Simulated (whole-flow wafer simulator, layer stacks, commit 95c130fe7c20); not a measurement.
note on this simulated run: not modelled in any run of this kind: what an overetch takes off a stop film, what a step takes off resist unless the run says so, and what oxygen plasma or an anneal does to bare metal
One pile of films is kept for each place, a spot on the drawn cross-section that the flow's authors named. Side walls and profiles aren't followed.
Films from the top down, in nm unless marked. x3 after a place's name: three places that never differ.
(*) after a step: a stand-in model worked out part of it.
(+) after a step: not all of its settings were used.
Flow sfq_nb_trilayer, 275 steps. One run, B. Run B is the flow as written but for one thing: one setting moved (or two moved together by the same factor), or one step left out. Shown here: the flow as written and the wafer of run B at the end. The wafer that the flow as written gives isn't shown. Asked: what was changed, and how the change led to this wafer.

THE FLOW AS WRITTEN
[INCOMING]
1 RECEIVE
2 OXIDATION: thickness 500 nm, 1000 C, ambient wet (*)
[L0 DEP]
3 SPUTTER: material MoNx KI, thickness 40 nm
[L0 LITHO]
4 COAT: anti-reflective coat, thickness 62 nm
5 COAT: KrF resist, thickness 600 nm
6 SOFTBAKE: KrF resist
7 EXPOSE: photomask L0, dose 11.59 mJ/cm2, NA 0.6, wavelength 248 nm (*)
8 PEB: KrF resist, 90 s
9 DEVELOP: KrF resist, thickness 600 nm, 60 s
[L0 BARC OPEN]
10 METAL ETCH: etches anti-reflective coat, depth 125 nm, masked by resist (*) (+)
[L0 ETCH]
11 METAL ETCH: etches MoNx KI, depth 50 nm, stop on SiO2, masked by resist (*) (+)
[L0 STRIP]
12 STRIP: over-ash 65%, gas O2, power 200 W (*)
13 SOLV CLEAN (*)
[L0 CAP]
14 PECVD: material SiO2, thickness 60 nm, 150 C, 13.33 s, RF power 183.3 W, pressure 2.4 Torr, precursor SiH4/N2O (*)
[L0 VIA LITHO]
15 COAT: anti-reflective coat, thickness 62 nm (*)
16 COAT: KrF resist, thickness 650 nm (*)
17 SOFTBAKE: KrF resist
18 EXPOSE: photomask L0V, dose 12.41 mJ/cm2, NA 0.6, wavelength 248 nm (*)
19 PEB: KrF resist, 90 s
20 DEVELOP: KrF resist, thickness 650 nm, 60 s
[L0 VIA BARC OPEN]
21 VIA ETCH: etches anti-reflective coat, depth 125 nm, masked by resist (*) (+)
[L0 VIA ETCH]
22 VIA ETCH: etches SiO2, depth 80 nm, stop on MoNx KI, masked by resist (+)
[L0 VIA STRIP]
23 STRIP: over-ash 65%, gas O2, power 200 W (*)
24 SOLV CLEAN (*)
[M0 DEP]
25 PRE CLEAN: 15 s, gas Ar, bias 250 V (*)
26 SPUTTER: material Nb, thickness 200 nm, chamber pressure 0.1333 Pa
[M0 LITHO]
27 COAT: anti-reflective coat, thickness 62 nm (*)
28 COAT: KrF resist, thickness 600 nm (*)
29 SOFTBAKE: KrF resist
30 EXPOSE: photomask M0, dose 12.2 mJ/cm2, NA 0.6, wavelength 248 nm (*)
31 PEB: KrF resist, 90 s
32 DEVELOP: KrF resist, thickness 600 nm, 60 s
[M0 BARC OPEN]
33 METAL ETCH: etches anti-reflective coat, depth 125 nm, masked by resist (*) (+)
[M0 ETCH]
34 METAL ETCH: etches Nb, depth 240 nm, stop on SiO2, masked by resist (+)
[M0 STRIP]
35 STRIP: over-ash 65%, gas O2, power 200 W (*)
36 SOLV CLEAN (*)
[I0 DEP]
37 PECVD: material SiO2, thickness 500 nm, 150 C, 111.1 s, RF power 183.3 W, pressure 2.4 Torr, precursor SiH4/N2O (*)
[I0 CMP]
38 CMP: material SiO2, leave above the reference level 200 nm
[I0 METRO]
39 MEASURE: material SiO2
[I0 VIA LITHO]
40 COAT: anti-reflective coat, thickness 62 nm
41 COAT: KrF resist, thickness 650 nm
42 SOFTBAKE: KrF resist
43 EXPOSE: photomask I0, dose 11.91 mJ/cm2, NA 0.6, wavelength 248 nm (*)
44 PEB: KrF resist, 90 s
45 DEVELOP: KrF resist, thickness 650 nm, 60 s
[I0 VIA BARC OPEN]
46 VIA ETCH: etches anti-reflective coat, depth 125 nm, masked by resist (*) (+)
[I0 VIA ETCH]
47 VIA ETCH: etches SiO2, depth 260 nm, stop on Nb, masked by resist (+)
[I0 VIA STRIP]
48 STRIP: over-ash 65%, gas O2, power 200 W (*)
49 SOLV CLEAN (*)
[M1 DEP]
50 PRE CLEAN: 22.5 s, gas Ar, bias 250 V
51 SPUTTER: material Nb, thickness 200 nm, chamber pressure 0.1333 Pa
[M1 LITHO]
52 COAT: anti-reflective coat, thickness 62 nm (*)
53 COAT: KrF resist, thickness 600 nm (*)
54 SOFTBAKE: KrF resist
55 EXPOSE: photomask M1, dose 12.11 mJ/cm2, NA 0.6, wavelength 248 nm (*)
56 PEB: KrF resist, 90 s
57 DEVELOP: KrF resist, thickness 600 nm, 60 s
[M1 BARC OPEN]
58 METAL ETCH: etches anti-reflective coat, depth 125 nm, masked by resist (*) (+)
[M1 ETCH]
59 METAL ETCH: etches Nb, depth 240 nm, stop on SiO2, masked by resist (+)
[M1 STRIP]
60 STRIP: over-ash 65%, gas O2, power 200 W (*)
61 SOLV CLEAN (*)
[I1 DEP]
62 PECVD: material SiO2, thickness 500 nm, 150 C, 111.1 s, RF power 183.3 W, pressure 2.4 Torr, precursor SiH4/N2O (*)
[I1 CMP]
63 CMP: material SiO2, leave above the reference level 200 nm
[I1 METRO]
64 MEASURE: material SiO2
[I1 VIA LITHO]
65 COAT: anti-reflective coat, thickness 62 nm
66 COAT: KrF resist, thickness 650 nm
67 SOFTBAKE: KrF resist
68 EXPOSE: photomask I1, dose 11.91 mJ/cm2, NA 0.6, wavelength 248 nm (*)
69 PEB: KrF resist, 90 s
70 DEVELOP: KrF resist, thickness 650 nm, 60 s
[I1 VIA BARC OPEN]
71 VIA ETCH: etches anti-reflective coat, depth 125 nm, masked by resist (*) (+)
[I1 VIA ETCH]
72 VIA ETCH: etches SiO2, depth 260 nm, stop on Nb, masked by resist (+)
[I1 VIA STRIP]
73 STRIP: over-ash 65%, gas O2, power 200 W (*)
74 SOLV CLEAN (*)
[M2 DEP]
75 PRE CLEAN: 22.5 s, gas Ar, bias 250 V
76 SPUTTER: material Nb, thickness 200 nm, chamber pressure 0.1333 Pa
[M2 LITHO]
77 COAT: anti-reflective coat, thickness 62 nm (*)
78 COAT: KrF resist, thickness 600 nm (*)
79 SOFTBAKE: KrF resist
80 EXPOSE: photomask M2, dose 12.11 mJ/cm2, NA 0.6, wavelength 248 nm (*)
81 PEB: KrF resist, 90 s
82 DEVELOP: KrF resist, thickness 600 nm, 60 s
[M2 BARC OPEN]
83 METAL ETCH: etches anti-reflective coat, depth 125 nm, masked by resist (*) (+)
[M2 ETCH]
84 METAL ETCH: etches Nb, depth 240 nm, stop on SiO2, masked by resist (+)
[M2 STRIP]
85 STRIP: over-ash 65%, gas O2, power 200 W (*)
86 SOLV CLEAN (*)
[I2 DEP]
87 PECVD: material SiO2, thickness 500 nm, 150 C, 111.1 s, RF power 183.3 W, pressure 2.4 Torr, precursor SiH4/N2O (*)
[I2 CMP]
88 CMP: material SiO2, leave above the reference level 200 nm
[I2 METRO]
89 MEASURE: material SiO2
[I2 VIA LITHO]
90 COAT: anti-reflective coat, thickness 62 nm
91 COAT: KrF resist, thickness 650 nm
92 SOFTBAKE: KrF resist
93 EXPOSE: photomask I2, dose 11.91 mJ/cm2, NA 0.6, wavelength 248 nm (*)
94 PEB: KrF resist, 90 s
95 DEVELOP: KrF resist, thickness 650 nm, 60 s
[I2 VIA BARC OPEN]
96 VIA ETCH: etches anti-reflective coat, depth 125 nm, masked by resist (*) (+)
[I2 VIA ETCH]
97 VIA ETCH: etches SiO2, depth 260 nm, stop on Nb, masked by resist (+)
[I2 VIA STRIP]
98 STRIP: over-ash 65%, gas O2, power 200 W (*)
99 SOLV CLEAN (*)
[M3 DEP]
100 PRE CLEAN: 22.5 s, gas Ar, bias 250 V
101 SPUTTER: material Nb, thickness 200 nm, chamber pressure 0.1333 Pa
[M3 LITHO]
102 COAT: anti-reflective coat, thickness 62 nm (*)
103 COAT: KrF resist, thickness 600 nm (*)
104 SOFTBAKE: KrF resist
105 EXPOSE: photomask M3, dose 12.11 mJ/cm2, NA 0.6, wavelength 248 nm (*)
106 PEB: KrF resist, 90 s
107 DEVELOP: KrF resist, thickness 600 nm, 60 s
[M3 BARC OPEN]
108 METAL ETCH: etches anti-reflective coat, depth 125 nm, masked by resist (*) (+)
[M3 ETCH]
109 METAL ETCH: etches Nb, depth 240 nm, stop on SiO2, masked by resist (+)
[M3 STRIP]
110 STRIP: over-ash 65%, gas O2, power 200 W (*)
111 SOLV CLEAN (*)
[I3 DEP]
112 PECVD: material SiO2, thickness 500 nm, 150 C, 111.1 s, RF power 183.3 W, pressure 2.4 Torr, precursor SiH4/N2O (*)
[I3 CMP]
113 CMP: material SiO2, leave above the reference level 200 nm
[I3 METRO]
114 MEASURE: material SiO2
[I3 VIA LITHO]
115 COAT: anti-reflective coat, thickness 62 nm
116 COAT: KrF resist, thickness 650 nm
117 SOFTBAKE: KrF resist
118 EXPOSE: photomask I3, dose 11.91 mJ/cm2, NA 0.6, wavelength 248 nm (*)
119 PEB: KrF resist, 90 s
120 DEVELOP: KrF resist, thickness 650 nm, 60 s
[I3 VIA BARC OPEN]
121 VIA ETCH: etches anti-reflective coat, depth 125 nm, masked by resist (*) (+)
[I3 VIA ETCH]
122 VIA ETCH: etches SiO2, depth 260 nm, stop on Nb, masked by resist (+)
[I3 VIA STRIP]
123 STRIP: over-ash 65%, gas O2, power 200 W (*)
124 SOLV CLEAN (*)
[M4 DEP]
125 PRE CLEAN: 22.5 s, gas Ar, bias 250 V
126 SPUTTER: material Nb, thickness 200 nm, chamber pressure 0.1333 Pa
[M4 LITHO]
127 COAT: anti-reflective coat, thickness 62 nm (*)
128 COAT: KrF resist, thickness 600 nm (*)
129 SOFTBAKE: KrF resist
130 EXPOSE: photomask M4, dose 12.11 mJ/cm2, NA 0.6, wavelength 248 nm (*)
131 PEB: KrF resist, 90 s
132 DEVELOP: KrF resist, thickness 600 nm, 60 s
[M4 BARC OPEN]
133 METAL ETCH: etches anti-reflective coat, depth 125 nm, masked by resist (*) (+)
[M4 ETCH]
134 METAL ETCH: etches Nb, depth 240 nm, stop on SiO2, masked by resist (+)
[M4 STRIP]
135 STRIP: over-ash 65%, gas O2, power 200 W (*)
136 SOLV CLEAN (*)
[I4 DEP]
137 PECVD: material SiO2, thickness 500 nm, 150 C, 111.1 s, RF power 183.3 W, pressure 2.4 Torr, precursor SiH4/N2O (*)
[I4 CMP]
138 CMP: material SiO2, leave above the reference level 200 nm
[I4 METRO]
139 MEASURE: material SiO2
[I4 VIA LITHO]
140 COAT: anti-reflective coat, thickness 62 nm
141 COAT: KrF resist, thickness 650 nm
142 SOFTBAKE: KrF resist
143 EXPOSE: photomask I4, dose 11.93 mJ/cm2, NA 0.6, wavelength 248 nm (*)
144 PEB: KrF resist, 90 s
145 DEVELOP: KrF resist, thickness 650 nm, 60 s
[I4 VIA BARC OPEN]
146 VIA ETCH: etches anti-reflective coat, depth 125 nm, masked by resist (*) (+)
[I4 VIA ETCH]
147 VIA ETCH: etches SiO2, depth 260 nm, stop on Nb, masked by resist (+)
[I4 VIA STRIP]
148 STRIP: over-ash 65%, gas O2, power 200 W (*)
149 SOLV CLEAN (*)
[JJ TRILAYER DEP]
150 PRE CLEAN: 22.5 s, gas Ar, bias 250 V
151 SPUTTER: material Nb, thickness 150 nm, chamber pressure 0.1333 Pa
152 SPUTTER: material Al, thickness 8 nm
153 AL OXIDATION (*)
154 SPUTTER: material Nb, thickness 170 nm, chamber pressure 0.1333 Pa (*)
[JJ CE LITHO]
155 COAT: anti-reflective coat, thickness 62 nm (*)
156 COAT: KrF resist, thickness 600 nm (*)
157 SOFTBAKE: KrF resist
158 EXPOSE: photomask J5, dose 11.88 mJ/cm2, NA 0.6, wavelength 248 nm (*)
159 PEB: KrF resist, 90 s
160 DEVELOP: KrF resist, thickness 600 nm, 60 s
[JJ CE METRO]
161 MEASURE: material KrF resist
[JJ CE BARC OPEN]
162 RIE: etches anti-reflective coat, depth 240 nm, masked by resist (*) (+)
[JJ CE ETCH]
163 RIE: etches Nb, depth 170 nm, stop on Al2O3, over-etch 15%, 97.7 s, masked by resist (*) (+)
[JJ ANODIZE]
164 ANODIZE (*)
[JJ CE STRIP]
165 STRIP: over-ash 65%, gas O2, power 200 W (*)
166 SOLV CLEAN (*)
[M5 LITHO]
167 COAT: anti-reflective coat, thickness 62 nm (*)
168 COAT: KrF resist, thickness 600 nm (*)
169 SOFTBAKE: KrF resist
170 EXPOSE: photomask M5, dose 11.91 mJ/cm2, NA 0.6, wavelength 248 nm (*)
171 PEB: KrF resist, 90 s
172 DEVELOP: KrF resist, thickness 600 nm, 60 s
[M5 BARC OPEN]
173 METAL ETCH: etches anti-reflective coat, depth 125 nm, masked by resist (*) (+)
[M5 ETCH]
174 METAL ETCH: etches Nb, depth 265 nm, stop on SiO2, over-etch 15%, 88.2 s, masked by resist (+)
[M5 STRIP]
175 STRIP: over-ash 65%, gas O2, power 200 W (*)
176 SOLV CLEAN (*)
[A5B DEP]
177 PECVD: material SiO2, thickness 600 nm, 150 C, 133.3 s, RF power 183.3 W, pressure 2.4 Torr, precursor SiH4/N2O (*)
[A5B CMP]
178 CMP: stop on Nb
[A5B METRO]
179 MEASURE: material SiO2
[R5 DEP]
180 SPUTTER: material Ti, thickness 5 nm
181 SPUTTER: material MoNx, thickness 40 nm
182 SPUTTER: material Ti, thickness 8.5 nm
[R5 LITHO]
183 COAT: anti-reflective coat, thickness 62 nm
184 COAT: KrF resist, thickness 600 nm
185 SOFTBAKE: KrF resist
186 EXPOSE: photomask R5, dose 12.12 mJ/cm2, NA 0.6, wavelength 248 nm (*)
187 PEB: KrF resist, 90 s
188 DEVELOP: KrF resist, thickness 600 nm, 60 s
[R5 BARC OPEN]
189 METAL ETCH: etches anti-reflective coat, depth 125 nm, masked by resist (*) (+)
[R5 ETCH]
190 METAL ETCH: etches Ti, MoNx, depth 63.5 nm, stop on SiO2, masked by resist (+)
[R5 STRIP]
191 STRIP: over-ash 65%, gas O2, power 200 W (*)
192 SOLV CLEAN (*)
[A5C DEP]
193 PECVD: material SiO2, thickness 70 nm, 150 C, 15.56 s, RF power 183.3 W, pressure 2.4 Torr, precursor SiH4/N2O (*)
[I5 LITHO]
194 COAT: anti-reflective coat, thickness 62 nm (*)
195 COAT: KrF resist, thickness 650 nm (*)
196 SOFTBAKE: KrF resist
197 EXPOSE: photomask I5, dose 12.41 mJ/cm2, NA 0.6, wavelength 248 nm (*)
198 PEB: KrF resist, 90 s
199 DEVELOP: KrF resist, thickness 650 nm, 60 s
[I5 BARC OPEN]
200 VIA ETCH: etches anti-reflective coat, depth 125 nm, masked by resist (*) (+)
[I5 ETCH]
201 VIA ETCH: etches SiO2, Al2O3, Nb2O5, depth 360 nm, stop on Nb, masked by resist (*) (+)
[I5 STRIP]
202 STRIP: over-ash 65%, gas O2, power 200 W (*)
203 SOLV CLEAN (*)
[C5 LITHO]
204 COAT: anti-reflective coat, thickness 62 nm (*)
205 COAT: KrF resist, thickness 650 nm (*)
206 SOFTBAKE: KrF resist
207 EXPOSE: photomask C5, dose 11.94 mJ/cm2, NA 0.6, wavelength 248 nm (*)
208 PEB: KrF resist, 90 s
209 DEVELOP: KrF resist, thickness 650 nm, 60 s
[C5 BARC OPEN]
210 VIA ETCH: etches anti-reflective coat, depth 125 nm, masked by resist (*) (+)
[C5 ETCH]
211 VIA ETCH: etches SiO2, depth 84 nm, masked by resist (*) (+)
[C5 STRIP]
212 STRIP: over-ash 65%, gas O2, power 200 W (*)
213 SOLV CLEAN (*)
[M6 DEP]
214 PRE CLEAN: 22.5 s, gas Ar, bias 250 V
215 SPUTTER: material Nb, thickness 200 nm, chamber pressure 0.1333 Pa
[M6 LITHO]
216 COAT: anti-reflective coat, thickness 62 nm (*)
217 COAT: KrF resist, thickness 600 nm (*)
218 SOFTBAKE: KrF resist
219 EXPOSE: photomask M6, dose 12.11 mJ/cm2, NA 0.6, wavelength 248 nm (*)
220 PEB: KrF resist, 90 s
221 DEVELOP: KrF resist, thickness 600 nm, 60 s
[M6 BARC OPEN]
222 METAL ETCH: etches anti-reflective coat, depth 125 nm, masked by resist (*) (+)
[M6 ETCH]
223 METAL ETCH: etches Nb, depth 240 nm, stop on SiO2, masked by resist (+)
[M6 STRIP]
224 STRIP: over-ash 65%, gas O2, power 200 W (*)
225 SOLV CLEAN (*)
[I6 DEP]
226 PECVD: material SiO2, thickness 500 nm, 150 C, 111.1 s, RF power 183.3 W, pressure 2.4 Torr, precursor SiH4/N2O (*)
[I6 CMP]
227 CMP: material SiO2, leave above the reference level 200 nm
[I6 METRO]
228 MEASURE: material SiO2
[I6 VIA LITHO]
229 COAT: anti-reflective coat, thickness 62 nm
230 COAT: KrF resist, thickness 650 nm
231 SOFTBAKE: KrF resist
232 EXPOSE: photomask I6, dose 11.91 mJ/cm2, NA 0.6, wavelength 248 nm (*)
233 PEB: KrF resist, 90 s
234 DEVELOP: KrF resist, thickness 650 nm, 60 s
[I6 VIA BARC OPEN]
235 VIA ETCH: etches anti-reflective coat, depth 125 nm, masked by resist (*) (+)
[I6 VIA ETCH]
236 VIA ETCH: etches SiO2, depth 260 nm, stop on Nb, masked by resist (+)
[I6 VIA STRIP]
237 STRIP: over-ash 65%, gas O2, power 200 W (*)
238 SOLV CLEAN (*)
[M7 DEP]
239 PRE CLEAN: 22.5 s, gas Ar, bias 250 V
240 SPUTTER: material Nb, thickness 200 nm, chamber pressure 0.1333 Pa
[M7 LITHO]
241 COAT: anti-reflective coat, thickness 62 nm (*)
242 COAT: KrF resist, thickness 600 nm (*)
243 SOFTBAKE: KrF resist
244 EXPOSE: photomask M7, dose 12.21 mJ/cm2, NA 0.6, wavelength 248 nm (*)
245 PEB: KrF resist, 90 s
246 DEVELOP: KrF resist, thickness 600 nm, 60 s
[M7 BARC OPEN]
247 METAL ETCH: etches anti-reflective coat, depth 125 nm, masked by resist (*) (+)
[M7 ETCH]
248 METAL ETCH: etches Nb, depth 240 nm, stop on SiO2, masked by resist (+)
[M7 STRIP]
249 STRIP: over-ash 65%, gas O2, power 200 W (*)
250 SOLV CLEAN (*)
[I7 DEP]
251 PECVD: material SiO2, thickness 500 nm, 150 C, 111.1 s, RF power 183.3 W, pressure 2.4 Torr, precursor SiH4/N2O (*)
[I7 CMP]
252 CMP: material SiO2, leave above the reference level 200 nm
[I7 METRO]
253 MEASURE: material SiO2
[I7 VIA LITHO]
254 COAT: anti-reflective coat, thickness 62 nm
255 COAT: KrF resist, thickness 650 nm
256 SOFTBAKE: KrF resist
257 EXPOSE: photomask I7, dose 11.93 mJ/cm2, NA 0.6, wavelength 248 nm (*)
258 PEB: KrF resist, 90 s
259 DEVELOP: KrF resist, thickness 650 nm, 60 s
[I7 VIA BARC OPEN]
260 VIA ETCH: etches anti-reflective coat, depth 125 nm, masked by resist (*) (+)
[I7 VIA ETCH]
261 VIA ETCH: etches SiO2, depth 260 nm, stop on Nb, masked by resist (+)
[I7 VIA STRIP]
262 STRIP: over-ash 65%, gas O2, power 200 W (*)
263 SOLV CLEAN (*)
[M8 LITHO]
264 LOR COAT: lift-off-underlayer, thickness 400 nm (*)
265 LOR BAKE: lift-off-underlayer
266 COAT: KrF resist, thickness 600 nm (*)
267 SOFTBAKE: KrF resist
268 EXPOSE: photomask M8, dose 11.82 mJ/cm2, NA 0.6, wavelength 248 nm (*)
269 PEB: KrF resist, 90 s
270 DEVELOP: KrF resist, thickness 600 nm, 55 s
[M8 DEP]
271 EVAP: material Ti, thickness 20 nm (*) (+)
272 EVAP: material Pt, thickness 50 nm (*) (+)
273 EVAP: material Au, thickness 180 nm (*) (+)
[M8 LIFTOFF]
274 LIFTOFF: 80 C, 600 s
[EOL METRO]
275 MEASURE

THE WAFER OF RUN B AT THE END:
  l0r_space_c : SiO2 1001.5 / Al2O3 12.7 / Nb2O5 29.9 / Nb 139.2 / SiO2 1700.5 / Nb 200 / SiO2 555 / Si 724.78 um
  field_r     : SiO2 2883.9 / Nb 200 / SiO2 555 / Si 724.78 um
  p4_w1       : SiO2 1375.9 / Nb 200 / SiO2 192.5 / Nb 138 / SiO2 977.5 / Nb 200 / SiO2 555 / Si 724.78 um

The cause: step 101, SPUTTER: thickness 138 nm was run, where the flow has thickness 200 nm.
It can be read off the wafer: p4_w1 has Nb 138, and step 101 as written asks for 200 nm.

How the change led to this, step by step:
  101 SPUTTER: material Nb, thickness 200 nm, chamber pressure 0.1333 Pa
      field_l, v_sur, via_wl and 102 more: Nb +138 (new film) (as written it would be: Nb +200 (new film))
      via_w: Nb +113.9 (as written it would be: Nb +165.5)
  102 COAT: anti-reflective coat, thickness 62 nm (*)
      via_wl: anti-reflective coat +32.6 (new film) (as written it would be: anti-reflective coat +34.2 (new film))
      via_w: anti-reflective coat +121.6 (new film) (as written it would be: anti-reflective coat +124.8 (new film))
  109 METAL ETCH: etches Nb, depth 240 nm, stop on SiO2, masked by resist (+)
      field_l, be, be_sur and 72 more: Nb -138 (all of it) (as written it would be: Nb -200 (all of it))
      v_sur, via_wl, via_w and 28 more: KrF resist -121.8 (as written it would be: KrF resist -141.2)
  110 STRIP: over-ash 65%, gas O2, power 200 W (*)
      p4_w1, p4_w2, p4_w3 and 21 more: KrF resist -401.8 (all of it), anti-reflective coat -62 (all of it) (as written it would be: KrF resist -382.4 (all of it), anti-reflective coat -62 (all of it))
      v_sur: KrF resist -385.4 (all of it), anti-reflective coat -60.8 (all of it) (as written it would be: KrF resist -365.3 (all of it), anti-reflective coat -61.1 (all of it))
      (and at 6 more places)
  112 PECVD: material SiO2, thickness 500 nm, 150 C, 111.1 s, RF power 183.3 W, pressure 2.4 Torr, precursor SiH4/N2O (*)
      p4_g1, p4_g2, p3_s0, p3_s1, p3_s2, p3_s3, p3_s4, p3_s5: SiO2 +500 (as written it would be: SiO2 +557.1)
      via_w: SiO2 +598.4 (new film) (as written it would be: SiO2 +615 (new film))
  113 CMP: material SiO2, leave above the reference level 200 nm
      field_l, be, be_sur and 64 more: SiO2 -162 (as written it would be: SiO2 -100)
      p4_g1, p4_g2, p3_s0, p3_s1, p3_s2, p3_s3, p3_s4, p3_s5: SiO2 -162 (as written it would be: SiO2 -157.1)
      (and at 1 more place)
